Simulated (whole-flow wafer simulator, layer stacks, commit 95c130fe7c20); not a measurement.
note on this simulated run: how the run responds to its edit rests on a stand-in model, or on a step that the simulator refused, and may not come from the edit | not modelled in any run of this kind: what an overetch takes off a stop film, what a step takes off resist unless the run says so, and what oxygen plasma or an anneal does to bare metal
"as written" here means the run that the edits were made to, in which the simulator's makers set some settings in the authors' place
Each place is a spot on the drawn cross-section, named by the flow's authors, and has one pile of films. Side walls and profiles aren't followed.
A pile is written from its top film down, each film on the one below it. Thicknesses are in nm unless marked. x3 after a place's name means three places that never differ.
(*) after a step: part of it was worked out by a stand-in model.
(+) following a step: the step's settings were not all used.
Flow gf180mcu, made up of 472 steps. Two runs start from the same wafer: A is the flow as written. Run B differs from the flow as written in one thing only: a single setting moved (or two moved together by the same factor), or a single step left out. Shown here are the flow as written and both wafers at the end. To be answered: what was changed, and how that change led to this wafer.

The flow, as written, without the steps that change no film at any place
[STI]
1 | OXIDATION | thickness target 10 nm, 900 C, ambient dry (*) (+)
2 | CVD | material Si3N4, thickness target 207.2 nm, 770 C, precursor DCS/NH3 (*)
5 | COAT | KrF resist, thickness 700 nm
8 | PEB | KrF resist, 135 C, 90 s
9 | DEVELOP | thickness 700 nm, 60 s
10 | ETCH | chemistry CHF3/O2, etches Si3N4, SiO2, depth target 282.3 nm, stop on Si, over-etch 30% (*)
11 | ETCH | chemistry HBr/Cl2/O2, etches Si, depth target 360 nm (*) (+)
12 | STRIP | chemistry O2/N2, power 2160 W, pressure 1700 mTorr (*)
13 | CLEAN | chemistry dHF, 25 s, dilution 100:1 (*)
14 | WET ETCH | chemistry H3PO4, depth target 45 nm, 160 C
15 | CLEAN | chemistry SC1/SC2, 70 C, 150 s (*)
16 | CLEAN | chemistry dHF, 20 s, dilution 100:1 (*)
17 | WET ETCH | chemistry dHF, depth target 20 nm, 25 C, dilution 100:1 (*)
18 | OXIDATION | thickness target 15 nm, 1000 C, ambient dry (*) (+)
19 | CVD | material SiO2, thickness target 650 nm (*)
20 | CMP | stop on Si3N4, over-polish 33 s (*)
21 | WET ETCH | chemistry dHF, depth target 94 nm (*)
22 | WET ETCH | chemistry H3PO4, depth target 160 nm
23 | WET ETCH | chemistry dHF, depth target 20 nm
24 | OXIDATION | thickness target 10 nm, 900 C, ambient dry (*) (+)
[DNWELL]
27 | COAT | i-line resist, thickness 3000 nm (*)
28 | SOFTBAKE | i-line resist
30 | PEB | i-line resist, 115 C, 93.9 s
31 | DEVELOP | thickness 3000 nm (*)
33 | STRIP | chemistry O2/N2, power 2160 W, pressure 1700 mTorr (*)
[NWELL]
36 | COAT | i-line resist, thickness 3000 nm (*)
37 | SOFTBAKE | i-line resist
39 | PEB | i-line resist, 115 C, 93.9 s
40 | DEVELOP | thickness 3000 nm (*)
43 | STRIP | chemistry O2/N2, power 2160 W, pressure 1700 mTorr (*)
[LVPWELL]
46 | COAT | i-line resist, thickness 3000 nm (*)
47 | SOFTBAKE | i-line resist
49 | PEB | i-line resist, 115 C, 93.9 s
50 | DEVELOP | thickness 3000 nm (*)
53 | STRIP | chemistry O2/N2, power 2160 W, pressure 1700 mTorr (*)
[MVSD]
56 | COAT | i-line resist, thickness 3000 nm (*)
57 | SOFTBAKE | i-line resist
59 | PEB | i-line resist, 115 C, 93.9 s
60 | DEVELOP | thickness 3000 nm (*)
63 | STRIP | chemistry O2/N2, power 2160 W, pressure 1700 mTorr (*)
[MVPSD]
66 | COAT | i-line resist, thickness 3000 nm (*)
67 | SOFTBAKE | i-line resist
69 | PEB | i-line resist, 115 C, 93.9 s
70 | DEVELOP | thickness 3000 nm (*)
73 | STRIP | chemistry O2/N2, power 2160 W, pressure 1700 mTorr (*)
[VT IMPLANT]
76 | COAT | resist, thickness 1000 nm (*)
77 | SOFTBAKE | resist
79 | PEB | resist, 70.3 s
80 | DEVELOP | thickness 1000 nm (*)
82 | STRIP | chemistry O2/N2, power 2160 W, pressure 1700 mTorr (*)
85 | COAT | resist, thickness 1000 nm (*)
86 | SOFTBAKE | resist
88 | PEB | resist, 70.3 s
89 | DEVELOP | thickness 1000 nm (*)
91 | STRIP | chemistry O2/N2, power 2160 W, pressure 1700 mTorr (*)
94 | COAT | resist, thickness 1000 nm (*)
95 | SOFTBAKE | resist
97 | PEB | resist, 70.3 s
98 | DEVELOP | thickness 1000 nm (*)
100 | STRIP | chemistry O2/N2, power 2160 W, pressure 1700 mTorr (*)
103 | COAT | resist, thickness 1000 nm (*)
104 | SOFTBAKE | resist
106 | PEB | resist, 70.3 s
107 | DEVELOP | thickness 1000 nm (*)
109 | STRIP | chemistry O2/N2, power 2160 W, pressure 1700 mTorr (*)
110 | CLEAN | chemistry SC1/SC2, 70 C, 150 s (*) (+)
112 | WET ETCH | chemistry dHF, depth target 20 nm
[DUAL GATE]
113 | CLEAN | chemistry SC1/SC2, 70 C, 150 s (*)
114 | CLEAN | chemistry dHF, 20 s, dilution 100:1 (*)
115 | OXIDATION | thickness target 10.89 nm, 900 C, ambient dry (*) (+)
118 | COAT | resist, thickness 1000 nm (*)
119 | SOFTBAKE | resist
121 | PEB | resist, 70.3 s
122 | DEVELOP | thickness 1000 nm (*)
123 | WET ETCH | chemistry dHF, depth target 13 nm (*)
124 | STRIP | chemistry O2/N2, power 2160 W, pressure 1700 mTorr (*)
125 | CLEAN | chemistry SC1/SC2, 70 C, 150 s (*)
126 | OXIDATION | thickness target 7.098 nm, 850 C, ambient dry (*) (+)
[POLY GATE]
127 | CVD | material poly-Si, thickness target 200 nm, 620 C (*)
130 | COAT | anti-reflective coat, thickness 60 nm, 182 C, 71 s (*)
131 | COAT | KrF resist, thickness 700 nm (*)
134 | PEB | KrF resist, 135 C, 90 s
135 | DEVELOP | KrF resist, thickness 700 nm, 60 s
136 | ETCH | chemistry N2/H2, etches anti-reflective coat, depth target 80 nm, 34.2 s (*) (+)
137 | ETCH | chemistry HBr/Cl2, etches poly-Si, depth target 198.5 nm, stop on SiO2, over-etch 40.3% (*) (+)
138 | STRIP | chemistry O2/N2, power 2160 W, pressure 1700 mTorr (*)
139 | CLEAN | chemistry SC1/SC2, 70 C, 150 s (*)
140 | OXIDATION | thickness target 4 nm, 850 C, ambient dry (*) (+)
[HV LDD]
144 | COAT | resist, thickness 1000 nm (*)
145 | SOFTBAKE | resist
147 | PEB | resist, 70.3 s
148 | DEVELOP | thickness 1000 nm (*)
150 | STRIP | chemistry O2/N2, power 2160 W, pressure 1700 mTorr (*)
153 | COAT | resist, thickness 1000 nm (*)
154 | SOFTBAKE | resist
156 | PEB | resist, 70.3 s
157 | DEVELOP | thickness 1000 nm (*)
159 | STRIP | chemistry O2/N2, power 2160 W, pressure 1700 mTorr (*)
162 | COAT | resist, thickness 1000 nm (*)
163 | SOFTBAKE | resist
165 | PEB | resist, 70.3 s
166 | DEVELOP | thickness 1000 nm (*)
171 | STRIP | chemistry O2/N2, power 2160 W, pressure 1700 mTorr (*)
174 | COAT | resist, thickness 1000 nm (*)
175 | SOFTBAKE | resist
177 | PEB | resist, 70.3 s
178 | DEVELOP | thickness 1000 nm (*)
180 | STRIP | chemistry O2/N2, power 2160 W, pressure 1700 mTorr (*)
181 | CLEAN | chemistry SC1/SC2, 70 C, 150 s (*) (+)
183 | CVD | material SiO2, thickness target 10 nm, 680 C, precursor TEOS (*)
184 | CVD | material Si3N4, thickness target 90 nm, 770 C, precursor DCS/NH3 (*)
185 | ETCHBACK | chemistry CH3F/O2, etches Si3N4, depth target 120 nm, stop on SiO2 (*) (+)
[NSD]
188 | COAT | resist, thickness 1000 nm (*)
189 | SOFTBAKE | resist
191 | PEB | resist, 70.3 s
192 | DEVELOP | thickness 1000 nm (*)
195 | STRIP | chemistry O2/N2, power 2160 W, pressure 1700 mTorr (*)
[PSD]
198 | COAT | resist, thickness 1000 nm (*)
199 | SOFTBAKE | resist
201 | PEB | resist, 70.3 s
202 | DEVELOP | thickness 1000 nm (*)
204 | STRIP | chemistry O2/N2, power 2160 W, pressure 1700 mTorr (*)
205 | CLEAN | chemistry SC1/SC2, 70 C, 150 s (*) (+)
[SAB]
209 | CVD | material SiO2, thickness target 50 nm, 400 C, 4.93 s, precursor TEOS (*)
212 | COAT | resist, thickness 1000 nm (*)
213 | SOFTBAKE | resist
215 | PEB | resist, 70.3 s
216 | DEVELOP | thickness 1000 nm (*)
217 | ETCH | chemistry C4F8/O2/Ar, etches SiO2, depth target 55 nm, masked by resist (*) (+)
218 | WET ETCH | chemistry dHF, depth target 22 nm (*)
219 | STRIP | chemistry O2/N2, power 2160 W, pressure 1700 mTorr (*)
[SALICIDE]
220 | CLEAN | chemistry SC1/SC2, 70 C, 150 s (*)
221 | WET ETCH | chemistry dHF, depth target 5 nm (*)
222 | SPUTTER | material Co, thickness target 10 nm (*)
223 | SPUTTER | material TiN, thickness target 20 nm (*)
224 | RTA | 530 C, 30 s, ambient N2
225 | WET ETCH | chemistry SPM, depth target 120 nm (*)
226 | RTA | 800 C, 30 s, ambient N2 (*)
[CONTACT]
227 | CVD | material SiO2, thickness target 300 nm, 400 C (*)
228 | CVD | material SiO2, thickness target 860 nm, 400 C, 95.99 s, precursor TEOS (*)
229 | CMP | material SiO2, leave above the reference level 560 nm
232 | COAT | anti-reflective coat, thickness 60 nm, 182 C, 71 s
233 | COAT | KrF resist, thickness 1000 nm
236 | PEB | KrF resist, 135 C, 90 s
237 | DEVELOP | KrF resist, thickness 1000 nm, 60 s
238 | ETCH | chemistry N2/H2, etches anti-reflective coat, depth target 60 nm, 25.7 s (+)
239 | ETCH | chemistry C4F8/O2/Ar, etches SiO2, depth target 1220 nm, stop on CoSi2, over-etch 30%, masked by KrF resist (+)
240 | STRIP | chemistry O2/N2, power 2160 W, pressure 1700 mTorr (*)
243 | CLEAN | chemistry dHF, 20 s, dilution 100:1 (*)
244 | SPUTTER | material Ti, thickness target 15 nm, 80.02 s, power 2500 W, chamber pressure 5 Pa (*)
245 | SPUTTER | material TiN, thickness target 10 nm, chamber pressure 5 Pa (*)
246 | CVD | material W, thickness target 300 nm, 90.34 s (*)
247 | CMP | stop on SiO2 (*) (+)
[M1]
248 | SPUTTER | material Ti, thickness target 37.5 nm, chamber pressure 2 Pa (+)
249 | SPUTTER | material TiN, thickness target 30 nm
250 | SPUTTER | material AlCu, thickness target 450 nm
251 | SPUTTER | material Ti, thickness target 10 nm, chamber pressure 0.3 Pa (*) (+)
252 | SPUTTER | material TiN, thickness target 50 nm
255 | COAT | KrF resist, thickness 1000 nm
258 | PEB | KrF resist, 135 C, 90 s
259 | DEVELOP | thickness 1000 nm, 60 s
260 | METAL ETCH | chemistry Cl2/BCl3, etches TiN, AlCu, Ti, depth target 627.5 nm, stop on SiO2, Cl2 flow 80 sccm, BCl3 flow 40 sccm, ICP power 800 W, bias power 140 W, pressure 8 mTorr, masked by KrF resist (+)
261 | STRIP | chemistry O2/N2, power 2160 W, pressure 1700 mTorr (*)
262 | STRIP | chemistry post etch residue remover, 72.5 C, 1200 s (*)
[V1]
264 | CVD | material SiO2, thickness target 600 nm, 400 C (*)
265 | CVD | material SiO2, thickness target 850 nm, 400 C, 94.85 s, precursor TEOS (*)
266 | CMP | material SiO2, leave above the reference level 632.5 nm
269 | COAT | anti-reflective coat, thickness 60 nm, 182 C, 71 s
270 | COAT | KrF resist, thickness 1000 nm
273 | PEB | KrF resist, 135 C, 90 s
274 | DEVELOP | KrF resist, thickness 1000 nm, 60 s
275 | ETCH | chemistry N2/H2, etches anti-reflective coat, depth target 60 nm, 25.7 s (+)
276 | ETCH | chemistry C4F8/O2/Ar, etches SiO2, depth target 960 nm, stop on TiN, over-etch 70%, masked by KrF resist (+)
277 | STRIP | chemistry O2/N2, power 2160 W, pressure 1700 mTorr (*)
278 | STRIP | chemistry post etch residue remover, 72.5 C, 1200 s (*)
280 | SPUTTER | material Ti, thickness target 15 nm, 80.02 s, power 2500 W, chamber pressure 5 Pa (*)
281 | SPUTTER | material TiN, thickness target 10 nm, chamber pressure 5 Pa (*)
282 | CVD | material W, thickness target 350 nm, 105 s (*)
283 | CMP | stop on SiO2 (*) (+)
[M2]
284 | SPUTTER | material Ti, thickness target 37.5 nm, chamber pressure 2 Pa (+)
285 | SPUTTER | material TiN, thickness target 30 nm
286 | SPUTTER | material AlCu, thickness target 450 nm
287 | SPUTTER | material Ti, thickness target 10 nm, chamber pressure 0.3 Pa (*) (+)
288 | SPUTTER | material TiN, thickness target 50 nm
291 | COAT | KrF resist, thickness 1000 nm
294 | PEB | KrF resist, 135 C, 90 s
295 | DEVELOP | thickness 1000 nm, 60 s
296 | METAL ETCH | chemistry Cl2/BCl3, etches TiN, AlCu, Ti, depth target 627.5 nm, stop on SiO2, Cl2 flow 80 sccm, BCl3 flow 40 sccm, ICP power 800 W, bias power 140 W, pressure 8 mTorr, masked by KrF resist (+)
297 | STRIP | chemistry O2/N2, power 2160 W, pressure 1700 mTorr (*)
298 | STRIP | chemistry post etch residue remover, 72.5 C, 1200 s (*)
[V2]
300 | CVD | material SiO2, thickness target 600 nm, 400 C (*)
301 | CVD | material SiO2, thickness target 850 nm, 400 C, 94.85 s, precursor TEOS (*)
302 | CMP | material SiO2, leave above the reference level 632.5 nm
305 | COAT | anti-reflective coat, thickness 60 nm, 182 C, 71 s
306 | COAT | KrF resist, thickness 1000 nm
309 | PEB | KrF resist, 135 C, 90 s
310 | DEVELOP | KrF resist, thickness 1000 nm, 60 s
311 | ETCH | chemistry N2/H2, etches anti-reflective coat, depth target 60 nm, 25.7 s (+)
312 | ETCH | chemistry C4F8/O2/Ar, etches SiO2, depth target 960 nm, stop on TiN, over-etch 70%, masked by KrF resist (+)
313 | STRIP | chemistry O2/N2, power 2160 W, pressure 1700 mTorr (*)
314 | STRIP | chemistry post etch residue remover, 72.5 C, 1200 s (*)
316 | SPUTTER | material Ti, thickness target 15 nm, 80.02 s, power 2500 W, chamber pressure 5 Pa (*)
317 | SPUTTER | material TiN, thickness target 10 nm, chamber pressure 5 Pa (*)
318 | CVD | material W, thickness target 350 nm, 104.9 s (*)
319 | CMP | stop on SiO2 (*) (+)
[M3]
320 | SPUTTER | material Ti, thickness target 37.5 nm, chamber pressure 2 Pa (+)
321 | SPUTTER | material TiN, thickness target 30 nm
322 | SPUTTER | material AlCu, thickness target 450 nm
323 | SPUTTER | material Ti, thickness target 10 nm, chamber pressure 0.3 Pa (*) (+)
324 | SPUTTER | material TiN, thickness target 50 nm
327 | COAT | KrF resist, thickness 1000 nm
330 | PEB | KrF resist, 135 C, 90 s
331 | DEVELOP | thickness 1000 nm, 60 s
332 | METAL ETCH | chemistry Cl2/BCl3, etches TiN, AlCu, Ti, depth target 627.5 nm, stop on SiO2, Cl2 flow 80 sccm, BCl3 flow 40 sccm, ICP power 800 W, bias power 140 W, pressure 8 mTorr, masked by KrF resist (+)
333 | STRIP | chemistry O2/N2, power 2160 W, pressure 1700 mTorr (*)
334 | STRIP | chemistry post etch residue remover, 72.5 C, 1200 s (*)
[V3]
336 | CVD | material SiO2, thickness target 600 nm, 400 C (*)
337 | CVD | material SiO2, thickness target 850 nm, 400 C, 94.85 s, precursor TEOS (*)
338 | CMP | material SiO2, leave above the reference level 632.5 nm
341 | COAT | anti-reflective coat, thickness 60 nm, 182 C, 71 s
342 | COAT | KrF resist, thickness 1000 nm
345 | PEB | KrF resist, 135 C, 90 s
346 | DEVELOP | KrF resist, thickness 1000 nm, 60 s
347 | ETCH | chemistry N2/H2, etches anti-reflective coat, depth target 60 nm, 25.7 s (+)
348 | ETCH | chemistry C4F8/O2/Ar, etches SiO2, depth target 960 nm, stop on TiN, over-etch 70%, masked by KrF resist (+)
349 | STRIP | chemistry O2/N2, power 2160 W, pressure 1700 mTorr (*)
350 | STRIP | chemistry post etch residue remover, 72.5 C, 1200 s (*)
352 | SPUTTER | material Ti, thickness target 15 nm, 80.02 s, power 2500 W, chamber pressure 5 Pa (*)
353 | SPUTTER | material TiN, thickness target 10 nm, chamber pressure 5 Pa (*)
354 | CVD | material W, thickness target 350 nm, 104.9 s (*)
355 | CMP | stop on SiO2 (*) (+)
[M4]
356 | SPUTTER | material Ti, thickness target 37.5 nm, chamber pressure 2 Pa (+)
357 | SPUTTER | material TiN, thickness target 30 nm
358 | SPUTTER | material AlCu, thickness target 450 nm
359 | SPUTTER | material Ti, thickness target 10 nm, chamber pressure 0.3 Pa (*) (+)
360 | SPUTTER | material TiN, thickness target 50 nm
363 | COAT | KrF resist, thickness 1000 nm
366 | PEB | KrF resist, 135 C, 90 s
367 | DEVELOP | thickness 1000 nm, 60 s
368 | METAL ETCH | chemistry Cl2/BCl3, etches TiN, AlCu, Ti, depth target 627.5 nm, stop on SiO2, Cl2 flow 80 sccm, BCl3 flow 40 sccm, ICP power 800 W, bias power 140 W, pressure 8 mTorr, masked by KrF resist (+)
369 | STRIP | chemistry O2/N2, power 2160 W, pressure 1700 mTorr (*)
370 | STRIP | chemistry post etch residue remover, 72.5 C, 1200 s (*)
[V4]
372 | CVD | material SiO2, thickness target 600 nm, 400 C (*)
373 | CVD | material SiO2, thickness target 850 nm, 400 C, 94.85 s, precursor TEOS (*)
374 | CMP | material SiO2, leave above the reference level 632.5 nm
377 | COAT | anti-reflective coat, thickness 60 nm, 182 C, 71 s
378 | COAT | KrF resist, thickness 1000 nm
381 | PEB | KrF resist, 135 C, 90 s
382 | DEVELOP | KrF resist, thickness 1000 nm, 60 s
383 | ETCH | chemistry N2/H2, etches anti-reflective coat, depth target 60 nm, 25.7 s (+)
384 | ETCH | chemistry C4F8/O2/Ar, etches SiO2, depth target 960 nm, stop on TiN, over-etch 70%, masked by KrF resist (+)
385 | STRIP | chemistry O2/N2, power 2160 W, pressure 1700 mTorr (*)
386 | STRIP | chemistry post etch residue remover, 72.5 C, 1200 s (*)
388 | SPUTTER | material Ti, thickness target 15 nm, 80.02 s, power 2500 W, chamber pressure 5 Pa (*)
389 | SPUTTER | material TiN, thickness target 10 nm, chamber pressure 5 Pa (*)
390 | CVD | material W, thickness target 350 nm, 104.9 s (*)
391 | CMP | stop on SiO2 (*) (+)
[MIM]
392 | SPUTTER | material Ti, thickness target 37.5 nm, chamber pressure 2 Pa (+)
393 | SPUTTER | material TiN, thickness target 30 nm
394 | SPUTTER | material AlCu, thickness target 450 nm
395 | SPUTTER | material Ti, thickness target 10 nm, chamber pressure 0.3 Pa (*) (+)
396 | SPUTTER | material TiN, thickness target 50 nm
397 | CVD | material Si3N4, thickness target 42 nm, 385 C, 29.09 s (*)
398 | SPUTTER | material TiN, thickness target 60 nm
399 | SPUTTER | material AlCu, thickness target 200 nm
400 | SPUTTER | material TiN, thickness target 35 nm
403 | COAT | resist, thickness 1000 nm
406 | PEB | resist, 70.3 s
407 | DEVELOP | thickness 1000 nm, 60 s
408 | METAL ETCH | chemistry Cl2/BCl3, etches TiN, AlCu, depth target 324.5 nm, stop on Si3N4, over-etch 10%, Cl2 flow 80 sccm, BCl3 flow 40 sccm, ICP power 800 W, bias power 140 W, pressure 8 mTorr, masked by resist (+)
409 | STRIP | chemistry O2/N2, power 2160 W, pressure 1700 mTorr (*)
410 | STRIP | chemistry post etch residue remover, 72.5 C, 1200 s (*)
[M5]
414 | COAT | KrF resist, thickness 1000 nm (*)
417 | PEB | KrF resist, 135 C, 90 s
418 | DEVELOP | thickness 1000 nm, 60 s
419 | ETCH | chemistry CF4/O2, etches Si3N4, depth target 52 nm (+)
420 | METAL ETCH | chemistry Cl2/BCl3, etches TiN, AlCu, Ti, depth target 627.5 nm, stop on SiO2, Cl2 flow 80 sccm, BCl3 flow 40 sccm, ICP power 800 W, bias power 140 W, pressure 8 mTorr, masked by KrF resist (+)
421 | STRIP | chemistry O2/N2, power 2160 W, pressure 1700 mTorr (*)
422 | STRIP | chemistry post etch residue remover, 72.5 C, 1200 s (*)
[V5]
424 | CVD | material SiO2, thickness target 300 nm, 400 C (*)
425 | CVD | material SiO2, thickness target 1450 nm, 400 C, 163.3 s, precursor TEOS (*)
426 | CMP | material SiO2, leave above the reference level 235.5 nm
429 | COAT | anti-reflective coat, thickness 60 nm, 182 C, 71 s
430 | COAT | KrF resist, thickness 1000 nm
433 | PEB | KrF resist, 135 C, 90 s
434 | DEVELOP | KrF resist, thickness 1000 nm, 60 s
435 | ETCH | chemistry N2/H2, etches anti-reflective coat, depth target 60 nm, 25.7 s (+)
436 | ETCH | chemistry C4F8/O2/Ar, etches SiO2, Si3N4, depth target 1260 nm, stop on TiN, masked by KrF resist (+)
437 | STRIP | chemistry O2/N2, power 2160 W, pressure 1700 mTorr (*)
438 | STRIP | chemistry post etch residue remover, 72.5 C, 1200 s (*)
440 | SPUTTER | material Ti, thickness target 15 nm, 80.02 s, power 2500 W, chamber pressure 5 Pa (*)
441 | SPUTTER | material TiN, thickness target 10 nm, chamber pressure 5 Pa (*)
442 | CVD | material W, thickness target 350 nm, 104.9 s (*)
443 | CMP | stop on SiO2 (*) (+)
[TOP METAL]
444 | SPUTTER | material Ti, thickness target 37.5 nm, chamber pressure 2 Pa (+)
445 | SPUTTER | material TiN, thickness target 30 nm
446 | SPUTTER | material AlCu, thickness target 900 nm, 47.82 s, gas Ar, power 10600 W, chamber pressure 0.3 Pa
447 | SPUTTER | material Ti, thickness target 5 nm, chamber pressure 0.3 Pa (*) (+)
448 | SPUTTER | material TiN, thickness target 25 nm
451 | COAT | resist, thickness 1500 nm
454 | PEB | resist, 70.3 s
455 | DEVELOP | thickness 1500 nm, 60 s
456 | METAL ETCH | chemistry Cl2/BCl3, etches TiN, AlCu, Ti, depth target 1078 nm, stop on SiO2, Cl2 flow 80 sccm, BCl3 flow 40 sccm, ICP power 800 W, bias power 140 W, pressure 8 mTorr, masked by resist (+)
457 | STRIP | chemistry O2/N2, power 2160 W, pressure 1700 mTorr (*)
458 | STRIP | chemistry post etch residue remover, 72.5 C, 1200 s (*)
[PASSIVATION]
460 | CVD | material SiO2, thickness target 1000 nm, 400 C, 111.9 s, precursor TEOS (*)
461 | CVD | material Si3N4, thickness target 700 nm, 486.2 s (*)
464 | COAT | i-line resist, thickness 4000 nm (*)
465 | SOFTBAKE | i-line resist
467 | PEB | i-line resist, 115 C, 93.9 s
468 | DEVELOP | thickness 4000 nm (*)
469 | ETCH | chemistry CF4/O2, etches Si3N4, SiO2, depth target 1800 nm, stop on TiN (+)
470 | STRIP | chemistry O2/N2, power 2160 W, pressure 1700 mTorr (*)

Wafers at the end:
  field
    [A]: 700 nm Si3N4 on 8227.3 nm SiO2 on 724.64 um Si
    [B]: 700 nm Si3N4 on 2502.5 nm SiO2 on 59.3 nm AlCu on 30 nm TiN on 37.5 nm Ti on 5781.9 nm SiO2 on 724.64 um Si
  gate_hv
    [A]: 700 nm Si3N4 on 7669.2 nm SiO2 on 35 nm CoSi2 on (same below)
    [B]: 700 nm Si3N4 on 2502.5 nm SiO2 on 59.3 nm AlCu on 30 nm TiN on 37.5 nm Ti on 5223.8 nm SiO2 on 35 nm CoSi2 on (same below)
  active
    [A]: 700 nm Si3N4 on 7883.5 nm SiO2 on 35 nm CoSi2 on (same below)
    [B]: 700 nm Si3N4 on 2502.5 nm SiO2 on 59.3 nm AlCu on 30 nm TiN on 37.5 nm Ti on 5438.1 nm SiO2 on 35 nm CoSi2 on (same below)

The reason: step 394, SPUTTER: thickness target 634 nm was run, whereas the flow has thickness target 450 nm.

The path from the change to this, step by step:
  394 | SPUTTER | material AlCu, thickness target 450 nm
      field, field__w1, field__w2 and 108 more: A +450 AlCu (new film) | B +634 AlCu (new film)
  420 | METAL ETCH | chemistry Cl2/BCl3, etches TiN, AlCu, Ti, depth target 627.5 nm, stop on SiO2, Cl2 flow 80 sccm, BCl3 flow 40 sccm, ICP power 800 W, bias power 140 W, pressure 8 mTorr, masked by KrF resist (+)
      field, field__w1, field__w2 and 101 more: A -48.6 TiN (all of it), -10 Ti (all of it), -450 AlCu (all of it), -30 TiN (all of it), -37.5 Ti (all of it) | B -48.6 TiN (all of it), -10 Ti (all of it), -568.9 AlCu
  422 | STRIP | chemistry post etch residue remover, 72.5 C, 1200 s (*)
      field, field__w1, field__w2 and 101 more: A nothing | B -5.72 AlCu
  424 | CVD | material SiO2, thickness target 300 nm, 400 C (*)
      field, field__w1, field__w2 and 101 more: A +300 SiO2 | B +300 SiO2 (new film)
  426 | CMP | material SiO2, leave above the reference level 235.5 nm
      field, field__w1, field__w5 and 92 more: A -300.8 SiO2 | B -243.7 SiO2
      field__w2, field__w3, field__w12 and 6 more: A -272.7 SiO2 | B -212.9 SiO2
With metal films that touch counted as one body, field has 1 body; the flow as written gives 0 bodies.
With metal films that touch counted as one body, gate_hv has 2 bodies (between them, from the top down: SiO2 5223.8); the flow as written gives 1 body.
With metal films that touch counted as one body, active has 2 bodies (between them, from the top down: SiO2 5438.1); the flow as written gives 1 body.
